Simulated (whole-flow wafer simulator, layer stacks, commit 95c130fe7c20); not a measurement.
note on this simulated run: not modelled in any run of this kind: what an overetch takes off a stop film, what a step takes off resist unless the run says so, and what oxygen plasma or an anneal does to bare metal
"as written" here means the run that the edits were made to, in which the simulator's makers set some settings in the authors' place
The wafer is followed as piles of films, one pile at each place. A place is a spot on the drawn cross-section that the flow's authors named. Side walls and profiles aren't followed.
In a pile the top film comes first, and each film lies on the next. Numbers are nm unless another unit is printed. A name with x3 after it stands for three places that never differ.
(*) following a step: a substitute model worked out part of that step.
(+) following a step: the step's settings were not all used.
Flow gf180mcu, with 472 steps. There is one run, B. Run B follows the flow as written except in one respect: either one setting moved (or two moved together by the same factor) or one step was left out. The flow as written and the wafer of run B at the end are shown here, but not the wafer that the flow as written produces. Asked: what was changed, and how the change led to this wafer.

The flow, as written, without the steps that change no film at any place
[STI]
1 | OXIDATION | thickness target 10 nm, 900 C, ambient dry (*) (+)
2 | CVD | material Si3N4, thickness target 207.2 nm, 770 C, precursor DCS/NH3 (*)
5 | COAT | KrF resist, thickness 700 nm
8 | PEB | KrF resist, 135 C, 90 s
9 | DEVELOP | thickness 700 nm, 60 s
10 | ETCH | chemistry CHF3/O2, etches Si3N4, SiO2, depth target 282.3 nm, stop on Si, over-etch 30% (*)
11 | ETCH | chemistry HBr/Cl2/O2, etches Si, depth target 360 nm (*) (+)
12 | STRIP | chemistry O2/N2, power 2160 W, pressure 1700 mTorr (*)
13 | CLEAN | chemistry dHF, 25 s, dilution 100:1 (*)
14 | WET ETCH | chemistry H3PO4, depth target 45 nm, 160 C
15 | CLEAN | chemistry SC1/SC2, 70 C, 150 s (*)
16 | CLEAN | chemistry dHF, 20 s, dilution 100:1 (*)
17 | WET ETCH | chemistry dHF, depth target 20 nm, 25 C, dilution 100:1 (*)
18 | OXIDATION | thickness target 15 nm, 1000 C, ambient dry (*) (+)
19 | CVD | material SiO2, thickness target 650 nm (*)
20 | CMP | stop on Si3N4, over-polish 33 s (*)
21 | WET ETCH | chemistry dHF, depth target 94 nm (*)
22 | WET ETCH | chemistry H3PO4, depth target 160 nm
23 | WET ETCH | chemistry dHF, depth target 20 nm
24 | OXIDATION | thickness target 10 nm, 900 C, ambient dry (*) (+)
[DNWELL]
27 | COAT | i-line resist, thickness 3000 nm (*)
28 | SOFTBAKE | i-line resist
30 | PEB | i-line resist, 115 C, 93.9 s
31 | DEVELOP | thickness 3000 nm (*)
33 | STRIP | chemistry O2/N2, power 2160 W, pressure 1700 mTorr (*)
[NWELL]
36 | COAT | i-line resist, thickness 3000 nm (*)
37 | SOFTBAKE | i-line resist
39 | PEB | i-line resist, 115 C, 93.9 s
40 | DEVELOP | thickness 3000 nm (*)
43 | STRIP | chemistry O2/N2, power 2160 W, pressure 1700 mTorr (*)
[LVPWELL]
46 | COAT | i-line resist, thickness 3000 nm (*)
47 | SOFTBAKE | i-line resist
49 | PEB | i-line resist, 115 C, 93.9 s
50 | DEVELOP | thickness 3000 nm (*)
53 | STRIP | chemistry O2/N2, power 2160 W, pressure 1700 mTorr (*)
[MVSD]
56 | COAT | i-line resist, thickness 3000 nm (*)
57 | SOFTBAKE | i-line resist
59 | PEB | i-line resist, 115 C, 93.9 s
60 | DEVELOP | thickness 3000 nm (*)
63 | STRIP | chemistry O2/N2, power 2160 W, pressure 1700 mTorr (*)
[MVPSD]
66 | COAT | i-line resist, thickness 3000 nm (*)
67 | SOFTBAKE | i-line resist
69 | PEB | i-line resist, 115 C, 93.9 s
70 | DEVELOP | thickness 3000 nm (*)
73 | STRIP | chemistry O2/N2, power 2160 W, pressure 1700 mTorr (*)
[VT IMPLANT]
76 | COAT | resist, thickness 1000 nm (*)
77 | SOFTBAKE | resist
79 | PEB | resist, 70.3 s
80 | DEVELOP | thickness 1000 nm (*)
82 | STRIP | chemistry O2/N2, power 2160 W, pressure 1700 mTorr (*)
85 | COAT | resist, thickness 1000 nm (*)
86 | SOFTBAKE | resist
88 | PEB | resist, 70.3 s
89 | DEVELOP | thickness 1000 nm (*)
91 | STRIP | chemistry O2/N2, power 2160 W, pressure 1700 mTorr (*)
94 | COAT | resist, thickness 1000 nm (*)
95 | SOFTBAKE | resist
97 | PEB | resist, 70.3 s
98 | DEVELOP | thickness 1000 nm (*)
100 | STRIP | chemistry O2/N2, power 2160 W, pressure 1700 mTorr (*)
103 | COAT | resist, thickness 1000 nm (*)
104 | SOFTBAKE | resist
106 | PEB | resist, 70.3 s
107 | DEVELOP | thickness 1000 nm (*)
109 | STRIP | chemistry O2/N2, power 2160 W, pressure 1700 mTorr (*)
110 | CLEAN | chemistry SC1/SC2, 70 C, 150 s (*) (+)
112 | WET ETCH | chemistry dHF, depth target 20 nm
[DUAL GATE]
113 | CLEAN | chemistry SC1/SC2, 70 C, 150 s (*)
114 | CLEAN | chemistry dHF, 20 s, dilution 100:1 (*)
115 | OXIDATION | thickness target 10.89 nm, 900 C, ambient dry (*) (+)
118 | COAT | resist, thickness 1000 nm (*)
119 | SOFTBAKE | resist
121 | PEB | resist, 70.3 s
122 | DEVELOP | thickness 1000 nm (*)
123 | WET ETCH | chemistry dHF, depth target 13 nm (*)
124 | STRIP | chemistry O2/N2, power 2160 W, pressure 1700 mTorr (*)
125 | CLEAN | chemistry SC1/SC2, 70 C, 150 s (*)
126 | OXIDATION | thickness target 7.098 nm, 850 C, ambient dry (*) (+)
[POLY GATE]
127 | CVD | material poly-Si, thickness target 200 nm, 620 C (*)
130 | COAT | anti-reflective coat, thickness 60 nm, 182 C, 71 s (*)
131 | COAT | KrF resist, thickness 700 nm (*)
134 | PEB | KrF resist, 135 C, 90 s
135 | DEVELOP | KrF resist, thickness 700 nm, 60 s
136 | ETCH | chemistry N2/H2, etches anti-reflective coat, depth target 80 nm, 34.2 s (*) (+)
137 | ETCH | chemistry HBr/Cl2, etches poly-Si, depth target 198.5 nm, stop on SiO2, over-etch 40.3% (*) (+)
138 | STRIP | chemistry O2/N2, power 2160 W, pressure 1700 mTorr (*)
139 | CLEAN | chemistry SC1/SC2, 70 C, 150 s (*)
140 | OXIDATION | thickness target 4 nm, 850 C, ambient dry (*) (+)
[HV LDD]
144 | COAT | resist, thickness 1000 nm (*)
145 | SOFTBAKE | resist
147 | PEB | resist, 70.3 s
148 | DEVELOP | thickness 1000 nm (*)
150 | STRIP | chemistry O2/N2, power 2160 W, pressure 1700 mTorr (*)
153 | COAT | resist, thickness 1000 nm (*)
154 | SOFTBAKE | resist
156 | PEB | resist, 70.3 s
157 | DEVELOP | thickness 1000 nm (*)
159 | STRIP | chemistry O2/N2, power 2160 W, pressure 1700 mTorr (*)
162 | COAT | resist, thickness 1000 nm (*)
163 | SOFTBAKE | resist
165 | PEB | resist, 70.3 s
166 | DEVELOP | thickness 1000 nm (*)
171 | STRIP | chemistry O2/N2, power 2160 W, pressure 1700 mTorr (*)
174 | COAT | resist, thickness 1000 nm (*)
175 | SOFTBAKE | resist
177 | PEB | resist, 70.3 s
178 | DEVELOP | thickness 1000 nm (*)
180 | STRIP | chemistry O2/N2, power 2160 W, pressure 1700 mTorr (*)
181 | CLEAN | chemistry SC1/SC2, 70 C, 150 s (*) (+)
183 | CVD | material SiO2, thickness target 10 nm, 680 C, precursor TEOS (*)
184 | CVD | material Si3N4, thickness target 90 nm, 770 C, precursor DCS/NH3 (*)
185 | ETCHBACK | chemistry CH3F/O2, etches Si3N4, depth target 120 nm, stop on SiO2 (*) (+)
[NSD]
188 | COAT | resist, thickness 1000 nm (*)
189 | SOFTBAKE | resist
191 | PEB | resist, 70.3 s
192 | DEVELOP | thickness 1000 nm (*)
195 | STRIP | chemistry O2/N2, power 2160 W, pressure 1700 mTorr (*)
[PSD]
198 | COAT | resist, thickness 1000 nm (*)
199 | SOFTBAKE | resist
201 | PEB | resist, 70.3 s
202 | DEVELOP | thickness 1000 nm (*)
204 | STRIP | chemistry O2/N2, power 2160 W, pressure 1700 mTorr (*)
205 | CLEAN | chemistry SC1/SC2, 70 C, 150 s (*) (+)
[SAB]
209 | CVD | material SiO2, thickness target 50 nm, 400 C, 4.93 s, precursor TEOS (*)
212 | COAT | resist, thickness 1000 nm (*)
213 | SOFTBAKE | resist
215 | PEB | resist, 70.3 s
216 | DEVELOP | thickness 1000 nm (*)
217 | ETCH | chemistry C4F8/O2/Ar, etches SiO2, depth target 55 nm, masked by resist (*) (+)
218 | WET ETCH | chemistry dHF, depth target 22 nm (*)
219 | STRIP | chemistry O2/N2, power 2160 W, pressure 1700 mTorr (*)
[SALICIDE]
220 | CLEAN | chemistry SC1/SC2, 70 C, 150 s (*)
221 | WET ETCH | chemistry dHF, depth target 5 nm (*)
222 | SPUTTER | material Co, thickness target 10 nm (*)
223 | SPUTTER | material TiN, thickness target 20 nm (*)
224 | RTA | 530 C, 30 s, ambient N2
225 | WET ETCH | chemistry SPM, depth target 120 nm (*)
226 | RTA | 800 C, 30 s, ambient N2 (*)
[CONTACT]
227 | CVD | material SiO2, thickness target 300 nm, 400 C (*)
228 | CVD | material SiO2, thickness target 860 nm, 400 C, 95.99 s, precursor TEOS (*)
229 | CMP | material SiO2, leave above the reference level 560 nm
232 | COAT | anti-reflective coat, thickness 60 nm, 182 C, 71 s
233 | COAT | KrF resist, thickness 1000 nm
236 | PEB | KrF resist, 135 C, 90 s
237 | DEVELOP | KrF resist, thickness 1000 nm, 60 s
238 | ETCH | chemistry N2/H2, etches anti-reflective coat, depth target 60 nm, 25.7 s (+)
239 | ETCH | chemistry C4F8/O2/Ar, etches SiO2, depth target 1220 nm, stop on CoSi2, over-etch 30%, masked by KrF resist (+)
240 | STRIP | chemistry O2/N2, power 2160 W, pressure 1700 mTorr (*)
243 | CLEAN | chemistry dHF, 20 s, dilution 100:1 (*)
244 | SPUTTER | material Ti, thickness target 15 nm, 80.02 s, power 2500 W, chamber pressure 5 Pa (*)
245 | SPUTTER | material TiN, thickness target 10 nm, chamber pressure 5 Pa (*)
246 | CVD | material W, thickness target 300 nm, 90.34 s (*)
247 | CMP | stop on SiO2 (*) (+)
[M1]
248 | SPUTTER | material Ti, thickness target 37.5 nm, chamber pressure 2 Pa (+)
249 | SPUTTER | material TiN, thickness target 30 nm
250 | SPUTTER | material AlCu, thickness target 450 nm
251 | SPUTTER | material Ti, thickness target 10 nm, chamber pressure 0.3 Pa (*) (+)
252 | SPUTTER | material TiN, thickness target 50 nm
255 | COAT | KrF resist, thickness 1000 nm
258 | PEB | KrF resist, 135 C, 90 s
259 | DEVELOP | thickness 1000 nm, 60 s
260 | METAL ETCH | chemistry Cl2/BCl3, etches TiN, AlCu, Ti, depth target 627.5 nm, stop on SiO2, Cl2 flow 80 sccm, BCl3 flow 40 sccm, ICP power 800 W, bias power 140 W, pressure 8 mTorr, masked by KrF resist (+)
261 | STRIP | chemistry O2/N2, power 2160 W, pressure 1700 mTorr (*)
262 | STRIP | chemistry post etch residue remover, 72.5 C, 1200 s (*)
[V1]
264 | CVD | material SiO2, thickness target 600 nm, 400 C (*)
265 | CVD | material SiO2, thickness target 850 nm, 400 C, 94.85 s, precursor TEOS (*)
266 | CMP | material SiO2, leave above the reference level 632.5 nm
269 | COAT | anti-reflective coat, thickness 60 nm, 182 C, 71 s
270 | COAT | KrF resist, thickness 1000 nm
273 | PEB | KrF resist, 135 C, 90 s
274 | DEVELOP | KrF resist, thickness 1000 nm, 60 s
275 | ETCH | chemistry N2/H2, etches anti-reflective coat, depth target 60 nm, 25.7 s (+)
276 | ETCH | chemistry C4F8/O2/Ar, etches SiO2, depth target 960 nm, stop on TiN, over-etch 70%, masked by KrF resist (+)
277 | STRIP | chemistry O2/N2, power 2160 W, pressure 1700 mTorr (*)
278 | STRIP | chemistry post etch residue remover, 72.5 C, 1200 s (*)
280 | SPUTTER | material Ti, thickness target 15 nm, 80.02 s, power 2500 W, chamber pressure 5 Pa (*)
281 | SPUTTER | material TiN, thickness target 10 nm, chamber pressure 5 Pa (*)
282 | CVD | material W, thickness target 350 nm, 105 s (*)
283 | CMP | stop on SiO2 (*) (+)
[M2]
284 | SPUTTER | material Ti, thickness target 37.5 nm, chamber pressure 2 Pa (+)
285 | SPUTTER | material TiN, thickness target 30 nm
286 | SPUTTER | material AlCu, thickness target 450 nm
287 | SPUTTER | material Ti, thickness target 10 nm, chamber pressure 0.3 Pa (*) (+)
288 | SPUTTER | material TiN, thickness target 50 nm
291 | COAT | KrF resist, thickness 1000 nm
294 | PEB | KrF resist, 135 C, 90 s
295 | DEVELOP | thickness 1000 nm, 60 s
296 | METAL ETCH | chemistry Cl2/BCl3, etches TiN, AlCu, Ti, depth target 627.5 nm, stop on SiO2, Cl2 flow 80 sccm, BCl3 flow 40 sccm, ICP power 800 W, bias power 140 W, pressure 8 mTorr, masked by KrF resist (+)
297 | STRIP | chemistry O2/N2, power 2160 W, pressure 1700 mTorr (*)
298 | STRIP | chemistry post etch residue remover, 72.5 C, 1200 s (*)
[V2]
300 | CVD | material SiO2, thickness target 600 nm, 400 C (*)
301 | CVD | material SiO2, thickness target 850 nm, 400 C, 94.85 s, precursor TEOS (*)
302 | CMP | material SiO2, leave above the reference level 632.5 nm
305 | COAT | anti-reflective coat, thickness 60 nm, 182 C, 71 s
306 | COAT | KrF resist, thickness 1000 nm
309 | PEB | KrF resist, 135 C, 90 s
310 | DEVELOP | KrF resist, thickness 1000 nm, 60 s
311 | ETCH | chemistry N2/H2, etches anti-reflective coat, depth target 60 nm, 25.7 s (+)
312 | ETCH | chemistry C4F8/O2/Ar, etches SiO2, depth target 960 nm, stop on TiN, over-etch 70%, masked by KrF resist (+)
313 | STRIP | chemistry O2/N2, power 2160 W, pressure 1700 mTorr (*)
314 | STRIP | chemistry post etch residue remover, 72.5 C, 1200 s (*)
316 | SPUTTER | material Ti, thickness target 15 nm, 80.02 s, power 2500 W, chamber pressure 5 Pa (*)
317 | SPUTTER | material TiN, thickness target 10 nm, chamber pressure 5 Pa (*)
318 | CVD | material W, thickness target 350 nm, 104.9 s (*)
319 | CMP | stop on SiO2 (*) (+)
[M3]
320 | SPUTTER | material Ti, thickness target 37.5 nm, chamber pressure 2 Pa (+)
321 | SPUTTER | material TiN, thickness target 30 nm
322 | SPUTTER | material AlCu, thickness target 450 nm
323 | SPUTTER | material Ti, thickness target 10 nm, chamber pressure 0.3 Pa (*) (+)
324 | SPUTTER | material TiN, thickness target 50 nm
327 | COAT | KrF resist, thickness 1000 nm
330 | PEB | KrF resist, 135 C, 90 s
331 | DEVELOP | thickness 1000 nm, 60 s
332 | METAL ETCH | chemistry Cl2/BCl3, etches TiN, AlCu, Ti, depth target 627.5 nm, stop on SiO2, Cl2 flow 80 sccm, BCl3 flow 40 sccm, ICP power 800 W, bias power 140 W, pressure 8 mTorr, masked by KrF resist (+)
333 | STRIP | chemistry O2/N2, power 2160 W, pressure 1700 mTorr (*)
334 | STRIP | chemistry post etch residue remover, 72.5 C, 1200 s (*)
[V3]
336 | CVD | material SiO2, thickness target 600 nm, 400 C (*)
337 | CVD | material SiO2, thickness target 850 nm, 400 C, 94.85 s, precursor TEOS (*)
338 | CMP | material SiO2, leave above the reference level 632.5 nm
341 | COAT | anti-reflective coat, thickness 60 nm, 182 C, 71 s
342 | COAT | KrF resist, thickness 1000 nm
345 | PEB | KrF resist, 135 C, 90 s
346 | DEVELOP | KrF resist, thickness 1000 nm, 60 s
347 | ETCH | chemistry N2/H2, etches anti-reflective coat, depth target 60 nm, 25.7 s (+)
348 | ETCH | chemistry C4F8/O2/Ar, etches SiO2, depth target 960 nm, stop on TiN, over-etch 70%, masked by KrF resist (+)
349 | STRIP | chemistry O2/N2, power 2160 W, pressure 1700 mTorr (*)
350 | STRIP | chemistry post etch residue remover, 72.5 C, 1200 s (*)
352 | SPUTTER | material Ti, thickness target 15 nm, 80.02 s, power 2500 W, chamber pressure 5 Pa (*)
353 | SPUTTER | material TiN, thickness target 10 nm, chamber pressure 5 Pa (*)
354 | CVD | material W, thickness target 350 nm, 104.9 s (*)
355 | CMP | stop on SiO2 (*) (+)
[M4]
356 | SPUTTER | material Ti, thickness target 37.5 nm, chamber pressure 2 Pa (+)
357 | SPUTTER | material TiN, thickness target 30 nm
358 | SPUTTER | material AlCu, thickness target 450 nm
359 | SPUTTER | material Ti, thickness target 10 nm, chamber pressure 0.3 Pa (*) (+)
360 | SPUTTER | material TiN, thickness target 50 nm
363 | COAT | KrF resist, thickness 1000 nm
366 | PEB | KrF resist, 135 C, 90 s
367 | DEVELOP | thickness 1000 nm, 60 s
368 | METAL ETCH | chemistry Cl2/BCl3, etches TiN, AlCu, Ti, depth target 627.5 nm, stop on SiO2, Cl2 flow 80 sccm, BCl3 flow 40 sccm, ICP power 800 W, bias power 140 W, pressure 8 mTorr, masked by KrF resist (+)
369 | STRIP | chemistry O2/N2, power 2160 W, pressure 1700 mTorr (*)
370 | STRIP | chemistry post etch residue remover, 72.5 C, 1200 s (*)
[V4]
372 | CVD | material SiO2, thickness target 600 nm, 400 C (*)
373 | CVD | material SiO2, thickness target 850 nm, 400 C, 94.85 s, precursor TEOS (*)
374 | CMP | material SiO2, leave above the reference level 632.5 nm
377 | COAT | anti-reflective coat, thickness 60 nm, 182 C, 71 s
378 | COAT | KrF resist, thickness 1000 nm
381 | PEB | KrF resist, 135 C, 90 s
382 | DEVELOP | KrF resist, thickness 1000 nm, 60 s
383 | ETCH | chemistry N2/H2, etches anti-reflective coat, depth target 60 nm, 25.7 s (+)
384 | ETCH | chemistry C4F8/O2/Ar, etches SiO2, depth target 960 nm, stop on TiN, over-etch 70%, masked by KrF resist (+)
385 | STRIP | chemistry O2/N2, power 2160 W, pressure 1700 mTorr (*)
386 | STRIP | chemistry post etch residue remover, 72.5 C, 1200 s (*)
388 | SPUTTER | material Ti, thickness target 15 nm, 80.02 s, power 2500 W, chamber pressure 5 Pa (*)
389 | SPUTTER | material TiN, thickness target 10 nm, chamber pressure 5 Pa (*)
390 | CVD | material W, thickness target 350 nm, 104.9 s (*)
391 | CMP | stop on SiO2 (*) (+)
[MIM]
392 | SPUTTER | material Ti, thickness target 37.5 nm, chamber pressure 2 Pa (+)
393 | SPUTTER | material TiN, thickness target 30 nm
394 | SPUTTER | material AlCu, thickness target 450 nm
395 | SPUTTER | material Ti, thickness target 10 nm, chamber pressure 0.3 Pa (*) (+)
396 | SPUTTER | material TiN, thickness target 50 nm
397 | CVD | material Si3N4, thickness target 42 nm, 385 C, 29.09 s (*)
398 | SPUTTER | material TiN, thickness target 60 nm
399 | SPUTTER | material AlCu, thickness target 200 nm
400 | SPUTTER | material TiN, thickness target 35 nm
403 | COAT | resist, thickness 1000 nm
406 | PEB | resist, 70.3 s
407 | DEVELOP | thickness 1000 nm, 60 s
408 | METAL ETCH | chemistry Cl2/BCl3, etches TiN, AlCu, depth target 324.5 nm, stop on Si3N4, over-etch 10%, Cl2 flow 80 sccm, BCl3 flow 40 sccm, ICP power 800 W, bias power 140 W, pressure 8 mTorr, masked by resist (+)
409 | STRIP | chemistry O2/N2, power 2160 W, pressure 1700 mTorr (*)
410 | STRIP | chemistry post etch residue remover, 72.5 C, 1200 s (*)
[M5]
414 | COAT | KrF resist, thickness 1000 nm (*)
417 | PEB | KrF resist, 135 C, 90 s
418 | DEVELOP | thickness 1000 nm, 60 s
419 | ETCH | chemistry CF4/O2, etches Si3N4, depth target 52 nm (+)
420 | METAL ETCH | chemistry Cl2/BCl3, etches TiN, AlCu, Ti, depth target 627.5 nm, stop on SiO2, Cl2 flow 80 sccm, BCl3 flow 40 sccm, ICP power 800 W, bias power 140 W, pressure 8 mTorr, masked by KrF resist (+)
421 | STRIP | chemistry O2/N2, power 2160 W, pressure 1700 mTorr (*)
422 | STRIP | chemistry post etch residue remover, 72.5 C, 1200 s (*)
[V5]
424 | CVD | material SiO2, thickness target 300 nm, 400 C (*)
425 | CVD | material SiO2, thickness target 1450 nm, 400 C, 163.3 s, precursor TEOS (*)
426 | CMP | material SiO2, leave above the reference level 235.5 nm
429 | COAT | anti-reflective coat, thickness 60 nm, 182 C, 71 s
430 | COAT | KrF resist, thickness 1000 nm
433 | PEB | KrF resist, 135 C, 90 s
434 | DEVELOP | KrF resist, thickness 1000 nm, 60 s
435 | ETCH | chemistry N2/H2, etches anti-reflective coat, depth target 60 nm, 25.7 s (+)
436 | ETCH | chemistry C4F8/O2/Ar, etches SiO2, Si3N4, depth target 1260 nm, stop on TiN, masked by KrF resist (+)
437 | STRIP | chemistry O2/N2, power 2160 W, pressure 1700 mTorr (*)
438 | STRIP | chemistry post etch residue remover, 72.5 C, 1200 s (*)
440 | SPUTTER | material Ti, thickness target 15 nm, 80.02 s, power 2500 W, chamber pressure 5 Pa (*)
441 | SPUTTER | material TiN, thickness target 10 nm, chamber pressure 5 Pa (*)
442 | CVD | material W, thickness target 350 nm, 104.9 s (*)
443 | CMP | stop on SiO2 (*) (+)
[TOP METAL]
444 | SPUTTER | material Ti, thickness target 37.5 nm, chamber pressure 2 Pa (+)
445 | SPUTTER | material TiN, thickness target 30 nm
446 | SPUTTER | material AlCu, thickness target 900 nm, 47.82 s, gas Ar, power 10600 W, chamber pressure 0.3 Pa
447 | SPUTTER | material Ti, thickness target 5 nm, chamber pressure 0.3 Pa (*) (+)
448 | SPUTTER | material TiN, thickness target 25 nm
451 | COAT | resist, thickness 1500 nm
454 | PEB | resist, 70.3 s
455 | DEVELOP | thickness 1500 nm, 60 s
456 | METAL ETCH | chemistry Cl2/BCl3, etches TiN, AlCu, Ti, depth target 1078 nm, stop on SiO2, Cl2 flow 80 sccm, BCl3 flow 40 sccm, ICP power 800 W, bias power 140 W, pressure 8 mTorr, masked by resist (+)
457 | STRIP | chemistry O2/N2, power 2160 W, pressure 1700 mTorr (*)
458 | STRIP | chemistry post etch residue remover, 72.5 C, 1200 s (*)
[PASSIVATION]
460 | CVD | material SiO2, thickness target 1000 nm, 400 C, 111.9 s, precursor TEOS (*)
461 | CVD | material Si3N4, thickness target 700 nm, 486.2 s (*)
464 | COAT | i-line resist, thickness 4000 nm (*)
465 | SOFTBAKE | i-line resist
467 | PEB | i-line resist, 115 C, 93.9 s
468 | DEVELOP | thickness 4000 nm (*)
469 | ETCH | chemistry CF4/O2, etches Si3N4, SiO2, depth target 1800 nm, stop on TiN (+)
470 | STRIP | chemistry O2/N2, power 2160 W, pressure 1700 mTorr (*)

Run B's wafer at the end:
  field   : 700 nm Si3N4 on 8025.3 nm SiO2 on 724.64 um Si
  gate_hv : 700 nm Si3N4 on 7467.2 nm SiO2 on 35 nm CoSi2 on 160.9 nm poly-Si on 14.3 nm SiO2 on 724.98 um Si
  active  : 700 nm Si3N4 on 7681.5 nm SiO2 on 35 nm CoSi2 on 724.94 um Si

Cause: step 358, SPUTTER: thickness target 248 nm was run, whereas the flow has thickness target 450 nm.

Step by step, how the change led to this:
  358 | SPUTTER | material AlCu, thickness target 450 nm
      field, field__w1, field__w2 and 108 more: +248 AlCu (new film) (it would be, as written: +450 AlCu (new film))
  368 | METAL ETCH | chemistry Cl2/BCl3, etches TiN, AlCu, Ti, depth target 627.5 nm, stop on SiO2, Cl2 flow 80 sccm, BCl3 flow 40 sccm, ICP power 800 W, bias power 140 W, pressure 8 mTorr, masked by KrF resist (+)
      field, field__w1, field__w2 and 103 more: -50 TiN (all of it), -10 Ti (all of it), -248 AlCu (all of it), -30 TiN (all of it), -37.5 Ti (all of it) (it would be, as written: -50 TiN (all of it), -10 Ti (all of it), -450 AlCu (all of it), -30 TiN (all of it), -37.5 Ti (all of it))
      field__w8, contact, m1, m1__w1, m1_nw: -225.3 KrF resist (it would be, as written: -251 KrF resist)
  369 | STRIP | chemistry O2/N2, power 2160 W, pressure 1700 mTorr (*)
      field__w8, contact, m1, m1__w1, m1_nw: -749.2 KrF resist (all of it) (it would be, as written: -723.5 KrF resist (all of it))
  374 | CMP | material SiO2, leave above the reference level 632.5 nm
      field, field__w1, field__w2 and 103 more: -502 SiO2 (it would be, as written: -300 SiO2)
